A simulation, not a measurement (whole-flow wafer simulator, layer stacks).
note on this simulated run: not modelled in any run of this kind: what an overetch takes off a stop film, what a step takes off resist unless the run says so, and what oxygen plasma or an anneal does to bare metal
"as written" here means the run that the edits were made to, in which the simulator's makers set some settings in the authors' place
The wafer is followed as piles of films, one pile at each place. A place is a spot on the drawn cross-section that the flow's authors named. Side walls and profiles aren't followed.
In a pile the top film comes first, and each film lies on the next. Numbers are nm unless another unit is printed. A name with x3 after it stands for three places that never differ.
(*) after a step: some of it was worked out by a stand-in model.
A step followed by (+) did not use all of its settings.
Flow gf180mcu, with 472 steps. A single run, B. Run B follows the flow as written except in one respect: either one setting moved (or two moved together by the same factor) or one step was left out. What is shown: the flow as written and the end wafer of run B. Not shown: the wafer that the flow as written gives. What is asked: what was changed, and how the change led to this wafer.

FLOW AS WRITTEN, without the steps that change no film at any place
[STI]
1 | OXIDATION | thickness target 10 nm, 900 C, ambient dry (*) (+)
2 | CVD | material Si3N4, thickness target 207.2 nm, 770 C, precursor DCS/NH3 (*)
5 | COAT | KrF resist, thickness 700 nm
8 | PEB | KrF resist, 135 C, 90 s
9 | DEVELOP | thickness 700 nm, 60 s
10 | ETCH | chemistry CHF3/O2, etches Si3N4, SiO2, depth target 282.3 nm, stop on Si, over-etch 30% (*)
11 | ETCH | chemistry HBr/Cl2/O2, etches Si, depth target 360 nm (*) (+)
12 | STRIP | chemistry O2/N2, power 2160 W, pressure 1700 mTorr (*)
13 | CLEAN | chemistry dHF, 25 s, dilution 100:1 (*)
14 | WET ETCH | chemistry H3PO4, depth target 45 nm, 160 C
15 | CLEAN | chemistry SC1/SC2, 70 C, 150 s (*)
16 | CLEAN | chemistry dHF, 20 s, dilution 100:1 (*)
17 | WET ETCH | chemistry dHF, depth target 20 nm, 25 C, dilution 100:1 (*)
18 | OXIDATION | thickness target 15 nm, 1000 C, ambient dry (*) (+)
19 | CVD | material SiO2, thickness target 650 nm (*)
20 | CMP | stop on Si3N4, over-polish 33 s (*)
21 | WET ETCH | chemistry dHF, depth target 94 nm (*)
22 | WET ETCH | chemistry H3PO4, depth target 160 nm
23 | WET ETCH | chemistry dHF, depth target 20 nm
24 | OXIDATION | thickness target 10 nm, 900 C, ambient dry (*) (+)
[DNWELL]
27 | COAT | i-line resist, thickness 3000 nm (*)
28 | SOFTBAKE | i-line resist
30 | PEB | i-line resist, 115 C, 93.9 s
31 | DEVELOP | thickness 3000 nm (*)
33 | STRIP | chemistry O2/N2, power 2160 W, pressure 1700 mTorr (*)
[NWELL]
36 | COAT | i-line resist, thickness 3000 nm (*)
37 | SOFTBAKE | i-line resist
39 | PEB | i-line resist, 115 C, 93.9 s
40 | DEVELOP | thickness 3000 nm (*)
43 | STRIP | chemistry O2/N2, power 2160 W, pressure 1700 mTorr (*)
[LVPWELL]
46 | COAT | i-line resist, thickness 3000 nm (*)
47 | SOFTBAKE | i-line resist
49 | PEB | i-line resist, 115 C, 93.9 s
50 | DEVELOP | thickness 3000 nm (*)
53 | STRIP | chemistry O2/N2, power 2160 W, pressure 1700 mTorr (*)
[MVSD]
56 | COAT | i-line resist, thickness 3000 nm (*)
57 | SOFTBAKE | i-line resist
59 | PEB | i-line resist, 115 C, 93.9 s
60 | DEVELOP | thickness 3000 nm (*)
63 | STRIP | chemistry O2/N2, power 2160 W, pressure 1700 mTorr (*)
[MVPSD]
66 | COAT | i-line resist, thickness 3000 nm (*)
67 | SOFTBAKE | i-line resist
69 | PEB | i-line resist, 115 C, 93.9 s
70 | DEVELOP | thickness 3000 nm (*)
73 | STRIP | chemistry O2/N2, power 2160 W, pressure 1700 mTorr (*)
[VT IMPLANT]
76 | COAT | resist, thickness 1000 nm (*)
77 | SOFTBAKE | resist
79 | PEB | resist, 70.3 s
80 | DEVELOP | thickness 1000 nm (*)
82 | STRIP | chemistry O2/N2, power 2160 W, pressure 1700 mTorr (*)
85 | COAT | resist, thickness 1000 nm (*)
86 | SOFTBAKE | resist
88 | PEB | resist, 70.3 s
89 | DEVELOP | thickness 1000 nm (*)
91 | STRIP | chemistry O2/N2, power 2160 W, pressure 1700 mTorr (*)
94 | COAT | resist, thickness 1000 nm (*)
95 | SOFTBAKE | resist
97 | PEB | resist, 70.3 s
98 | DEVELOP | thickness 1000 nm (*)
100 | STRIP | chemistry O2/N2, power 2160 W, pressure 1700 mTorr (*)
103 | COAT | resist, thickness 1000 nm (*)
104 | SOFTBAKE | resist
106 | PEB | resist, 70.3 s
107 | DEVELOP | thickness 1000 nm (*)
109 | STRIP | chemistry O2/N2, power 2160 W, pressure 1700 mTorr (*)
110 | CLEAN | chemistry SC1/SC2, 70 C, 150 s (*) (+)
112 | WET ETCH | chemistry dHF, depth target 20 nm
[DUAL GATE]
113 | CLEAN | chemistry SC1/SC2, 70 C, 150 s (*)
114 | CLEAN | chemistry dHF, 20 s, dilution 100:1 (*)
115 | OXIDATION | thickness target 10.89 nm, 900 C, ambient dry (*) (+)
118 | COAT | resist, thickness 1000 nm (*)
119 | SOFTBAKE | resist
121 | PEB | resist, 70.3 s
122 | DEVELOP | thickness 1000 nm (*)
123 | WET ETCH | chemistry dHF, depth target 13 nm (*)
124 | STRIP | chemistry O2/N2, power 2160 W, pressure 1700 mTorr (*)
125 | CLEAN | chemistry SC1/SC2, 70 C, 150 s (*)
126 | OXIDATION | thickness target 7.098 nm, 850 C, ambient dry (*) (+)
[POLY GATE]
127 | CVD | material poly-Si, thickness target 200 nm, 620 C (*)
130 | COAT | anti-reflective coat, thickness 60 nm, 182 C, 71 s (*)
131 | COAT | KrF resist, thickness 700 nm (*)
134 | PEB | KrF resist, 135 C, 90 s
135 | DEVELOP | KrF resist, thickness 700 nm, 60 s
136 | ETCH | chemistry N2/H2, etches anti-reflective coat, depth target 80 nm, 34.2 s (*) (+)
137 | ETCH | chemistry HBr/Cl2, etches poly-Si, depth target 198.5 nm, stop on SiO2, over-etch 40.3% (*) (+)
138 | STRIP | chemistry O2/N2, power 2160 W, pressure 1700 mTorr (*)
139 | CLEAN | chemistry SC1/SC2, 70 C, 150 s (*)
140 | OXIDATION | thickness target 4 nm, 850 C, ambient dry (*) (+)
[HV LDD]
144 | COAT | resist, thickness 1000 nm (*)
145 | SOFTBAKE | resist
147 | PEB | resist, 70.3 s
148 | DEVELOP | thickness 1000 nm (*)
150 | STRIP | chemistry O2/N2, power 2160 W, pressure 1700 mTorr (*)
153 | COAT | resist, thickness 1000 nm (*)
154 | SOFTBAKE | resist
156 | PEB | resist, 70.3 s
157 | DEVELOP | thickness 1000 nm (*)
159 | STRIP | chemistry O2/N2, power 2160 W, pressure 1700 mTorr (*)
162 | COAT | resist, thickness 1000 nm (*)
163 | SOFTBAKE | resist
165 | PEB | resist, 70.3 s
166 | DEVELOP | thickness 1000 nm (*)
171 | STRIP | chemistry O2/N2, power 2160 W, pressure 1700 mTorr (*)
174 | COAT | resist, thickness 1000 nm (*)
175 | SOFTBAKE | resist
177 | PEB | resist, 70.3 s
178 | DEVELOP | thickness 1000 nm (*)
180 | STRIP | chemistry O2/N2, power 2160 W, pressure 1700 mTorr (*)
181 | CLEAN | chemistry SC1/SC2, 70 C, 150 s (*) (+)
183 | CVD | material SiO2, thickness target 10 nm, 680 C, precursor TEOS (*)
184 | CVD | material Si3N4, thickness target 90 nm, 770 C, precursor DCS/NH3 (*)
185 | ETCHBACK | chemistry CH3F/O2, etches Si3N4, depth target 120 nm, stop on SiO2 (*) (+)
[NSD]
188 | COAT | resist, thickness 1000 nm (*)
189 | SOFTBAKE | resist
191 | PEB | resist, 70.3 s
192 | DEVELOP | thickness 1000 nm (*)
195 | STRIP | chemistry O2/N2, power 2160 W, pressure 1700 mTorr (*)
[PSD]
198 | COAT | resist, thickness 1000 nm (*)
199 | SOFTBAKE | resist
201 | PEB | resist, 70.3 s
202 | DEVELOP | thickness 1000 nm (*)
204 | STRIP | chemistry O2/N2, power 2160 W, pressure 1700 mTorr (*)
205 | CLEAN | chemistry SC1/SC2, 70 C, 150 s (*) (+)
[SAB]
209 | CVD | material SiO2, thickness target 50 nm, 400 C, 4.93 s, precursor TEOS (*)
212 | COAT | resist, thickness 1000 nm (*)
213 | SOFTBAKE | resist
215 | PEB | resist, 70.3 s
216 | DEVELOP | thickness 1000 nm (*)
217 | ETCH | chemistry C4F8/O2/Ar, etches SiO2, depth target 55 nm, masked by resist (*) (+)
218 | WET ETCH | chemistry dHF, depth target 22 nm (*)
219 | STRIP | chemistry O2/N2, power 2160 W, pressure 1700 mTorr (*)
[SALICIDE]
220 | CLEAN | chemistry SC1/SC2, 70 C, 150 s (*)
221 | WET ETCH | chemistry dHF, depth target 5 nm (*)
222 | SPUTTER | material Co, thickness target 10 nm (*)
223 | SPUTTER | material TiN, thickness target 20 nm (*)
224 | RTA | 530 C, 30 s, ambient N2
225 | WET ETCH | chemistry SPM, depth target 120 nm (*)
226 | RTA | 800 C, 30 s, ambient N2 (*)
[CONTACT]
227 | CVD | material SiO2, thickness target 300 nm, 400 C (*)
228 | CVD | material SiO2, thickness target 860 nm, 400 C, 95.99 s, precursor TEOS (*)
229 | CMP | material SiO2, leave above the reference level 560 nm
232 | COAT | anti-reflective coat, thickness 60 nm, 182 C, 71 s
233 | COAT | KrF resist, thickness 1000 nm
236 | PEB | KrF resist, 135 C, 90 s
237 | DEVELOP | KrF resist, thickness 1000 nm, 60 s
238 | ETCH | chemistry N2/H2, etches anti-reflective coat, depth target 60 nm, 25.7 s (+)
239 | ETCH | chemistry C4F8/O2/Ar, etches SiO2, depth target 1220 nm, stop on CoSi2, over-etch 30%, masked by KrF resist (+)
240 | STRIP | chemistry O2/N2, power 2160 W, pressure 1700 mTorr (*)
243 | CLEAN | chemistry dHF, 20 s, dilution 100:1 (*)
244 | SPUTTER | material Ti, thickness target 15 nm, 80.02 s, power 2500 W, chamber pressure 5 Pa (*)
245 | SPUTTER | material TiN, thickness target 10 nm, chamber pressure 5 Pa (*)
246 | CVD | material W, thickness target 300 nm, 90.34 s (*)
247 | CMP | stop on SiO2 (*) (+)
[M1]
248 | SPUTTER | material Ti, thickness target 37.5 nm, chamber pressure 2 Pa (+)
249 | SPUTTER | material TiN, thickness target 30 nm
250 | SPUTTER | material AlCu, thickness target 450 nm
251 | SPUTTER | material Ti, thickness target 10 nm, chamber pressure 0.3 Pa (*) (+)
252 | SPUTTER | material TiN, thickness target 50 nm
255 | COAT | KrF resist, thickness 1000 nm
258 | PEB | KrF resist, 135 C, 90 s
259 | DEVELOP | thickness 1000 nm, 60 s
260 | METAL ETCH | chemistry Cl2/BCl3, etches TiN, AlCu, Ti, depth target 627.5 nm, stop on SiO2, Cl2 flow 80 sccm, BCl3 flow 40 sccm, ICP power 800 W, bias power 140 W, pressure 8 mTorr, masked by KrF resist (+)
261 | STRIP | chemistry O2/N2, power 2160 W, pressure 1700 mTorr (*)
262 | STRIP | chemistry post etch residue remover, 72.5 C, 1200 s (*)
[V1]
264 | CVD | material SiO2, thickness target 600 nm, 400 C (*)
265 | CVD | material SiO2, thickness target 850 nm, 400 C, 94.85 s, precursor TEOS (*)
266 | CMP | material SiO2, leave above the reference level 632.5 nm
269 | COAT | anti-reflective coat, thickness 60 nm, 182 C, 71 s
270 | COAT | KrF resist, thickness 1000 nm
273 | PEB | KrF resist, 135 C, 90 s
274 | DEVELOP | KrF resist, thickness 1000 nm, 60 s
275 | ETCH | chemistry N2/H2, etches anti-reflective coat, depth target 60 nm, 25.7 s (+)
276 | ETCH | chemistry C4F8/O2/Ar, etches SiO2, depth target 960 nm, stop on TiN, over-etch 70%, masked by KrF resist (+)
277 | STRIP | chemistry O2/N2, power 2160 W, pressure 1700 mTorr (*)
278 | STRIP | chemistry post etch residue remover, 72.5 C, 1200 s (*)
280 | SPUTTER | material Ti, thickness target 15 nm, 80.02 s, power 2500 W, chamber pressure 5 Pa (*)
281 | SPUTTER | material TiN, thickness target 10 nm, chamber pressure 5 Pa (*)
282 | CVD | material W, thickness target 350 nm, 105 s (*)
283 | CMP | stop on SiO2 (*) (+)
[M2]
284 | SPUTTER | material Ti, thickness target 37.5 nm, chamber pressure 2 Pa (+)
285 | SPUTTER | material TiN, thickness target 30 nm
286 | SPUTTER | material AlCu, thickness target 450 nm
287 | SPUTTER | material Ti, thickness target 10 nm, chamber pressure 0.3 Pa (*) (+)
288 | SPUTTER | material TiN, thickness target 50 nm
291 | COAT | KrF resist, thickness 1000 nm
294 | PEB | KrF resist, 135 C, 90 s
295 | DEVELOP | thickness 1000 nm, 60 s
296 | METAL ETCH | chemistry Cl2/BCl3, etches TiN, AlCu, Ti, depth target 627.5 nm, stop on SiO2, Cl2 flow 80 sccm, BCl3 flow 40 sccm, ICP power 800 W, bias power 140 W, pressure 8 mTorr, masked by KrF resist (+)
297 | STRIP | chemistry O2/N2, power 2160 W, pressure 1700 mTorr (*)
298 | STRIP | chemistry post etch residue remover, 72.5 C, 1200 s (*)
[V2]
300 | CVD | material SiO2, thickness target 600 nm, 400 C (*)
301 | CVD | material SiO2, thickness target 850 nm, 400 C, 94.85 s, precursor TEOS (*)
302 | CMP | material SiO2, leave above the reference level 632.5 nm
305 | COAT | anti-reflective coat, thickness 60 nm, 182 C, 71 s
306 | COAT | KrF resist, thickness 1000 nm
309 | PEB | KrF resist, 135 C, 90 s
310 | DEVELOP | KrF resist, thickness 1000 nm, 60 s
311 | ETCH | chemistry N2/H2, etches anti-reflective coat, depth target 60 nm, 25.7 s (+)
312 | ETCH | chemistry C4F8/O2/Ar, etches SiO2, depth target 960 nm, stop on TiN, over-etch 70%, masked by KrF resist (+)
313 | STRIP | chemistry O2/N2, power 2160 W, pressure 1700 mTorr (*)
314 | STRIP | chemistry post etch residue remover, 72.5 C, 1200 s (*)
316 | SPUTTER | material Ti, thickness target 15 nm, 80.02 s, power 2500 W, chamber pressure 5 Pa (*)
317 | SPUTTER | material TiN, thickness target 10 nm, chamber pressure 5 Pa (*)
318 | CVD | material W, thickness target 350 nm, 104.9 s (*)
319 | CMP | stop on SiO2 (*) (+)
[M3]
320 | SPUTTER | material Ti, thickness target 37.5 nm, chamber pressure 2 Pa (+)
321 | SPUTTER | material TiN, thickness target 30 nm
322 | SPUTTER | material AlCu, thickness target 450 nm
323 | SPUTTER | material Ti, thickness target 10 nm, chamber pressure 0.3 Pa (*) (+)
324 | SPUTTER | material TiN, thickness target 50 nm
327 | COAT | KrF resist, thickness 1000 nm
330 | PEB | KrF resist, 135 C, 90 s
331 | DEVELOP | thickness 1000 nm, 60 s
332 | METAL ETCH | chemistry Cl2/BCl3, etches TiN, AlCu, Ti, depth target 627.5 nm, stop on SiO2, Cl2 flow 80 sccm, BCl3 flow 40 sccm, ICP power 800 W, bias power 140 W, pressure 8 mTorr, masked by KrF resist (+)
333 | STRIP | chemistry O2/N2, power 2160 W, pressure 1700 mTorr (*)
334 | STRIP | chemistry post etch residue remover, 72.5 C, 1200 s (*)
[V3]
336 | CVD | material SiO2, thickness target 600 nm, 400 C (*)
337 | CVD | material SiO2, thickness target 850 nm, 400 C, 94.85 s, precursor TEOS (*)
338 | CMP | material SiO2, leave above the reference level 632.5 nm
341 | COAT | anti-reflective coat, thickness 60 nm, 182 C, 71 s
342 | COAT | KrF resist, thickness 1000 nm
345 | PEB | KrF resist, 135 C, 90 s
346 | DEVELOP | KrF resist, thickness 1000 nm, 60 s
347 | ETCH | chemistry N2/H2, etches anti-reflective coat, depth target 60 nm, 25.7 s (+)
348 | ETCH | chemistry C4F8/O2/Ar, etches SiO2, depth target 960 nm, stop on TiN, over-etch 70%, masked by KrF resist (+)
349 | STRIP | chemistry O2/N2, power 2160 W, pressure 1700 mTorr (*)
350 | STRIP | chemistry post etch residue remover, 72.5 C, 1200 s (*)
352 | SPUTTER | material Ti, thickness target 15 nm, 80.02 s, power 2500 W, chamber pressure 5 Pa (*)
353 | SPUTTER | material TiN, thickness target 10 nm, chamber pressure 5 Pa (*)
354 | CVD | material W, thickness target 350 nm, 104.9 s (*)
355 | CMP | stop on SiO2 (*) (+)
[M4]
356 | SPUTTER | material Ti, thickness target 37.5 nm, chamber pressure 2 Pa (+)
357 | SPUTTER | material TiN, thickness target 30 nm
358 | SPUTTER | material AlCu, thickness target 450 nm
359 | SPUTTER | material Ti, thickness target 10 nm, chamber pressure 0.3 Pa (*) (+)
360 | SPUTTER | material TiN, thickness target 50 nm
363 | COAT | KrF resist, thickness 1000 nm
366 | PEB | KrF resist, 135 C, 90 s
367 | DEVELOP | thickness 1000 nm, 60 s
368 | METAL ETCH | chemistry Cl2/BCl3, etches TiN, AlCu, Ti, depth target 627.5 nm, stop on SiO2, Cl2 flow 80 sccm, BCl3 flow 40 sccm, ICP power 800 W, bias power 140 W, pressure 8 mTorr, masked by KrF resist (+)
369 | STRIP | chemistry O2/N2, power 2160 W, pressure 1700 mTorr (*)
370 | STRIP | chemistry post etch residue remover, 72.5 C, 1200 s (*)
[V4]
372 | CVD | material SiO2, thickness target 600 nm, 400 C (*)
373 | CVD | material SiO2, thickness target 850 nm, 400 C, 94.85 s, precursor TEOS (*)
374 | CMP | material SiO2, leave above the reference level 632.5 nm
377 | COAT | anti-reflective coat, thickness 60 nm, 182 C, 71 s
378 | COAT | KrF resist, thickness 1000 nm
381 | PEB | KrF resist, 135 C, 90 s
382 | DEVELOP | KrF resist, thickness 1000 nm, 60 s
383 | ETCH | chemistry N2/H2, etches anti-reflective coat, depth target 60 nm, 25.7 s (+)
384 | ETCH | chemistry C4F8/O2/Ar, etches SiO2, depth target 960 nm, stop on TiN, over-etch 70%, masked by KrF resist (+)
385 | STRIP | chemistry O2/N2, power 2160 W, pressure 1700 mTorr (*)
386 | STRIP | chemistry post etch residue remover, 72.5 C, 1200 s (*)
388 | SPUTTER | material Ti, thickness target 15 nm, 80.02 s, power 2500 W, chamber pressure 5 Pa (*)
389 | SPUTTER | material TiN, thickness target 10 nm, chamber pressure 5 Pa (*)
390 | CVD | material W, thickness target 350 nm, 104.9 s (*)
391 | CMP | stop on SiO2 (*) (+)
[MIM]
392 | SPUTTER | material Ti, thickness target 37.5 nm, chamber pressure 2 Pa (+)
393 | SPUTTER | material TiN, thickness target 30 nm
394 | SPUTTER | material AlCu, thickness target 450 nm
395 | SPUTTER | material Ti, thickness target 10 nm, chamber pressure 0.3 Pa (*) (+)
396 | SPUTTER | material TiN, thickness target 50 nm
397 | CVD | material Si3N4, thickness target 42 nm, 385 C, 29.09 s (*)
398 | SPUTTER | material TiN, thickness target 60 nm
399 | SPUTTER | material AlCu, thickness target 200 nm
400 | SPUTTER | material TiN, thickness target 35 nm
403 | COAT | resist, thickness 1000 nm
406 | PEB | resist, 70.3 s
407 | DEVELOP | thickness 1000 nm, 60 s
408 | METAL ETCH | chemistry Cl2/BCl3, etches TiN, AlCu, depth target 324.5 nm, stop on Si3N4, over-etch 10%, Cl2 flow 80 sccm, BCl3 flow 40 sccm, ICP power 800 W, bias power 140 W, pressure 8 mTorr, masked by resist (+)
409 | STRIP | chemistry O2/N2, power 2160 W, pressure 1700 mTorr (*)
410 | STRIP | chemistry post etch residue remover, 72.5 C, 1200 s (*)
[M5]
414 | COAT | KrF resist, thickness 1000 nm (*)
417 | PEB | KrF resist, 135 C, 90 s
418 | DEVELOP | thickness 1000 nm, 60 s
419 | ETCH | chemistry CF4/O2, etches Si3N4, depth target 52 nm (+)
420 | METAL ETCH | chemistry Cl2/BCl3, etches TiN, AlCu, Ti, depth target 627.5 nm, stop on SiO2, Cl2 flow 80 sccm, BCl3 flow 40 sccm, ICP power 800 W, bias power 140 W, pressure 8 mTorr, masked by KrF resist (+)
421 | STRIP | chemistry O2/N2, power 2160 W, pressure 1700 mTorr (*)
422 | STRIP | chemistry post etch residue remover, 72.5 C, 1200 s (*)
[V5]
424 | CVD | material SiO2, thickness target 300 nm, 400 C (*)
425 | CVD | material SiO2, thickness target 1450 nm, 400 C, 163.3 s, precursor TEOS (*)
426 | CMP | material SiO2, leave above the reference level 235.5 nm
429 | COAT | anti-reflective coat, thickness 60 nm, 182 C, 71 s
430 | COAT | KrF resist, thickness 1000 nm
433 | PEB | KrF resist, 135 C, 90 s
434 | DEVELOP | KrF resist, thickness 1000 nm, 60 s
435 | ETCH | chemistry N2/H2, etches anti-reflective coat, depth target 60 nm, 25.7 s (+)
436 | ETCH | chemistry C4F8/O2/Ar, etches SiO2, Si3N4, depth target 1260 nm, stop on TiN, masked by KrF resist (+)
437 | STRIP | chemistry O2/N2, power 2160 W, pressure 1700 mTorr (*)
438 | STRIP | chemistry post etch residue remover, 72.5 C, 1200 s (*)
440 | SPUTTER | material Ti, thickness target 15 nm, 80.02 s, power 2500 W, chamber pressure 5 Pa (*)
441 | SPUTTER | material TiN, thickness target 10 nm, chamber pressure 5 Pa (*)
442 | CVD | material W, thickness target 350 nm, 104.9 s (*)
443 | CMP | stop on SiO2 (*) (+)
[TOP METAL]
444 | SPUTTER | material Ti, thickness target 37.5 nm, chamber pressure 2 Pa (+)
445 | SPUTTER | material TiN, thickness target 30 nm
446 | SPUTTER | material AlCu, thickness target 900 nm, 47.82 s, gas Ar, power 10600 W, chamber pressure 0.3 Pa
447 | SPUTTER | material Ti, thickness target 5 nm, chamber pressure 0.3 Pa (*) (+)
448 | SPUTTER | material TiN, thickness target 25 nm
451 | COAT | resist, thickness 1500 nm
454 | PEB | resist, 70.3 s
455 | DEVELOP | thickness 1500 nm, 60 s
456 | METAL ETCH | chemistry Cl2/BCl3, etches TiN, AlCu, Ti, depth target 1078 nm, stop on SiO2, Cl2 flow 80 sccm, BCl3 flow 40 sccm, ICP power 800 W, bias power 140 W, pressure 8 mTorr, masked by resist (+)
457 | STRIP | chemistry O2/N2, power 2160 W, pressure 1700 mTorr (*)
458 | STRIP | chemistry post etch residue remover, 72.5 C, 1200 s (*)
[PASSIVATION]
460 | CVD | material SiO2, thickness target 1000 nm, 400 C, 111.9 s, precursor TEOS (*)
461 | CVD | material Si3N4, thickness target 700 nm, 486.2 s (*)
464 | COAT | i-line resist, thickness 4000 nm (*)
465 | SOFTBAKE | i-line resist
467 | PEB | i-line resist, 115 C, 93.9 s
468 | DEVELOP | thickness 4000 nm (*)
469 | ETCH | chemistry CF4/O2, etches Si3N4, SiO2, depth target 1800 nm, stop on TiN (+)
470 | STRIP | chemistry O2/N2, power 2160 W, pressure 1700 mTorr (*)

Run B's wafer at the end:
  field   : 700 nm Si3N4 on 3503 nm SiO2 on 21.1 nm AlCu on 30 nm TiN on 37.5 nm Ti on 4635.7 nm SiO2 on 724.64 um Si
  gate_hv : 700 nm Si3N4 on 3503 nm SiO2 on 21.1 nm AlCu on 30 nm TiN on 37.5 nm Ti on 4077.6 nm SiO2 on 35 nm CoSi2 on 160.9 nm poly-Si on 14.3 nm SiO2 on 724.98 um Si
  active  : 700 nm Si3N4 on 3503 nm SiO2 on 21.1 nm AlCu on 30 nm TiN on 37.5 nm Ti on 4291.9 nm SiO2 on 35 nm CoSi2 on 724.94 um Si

The reason: step 368, METAL ETCH: depth target 483.2 nm was run, though the flow has depth target 627.5 nm.

How this came from the change, step by step:
  368 | METAL ETCH | chemistry Cl2/BCl3, etches TiN, AlCu, Ti, depth target 627.5 nm, stop on SiO2, Cl2 flow 80 sccm, BCl3 flow 40 sccm, ICP power 800 W, bias power 140 W, pressure 8 mTorr, masked by KrF resist (+)
      field, field__w1, field__w2 and 103 more: -50 TiN (all of it), -10 Ti (all of it), -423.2 AlCu (as written it would have been: -50 TiN (all of it), -10 Ti (all of it), -450 AlCu (all of it), -30 TiN (all of it), -37.5 Ti (all of it))
      field__w8, contact, m1, m1__w1, m1_nw: -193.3 KrF resist (as written it would have been: -251 KrF resist)
  369 | STRIP | chemistry O2/N2, power 2160 W, pressure 1700 mTorr (*)
      field__w8, contact, m1, m1__w1, m1_nw: -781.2 KrF resist (all of it) (as written it would have been: -723.5 KrF resist (all of it))
  370 | STRIP | chemistry post etch residue remover, 72.5 C, 1200 s (*)
      field, field__w1, field__w2 and 103 more: -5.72 AlCu (as written it would have been: nothing)
  372 | CVD | material SiO2, thickness target 600 nm, 400 C (*)
      field, field__w1, field__w2 and 103 more: +600 SiO2 (new film) (as written it would have been: +600 SiO2)
  374 | CMP | material SiO2, leave above the reference level 632.5 nm
      field, field__w1, field__w2 and 103 more: -388.6 SiO2 (as written it would have been: -300 SiO2)
Taking metal films that touch as one body, field has 1 body; the flow as written gives 0 bodies.
Taking metal films that touch as one body, gate_hv has 2 bodies (between them, from the top down: SiO2 4077.6); the flow as written gives 1 body.
Taking metal films that touch as one body, active has 2 bodies (between them, from the top down: SiO2 4291.9); the flow as written gives 1 body.
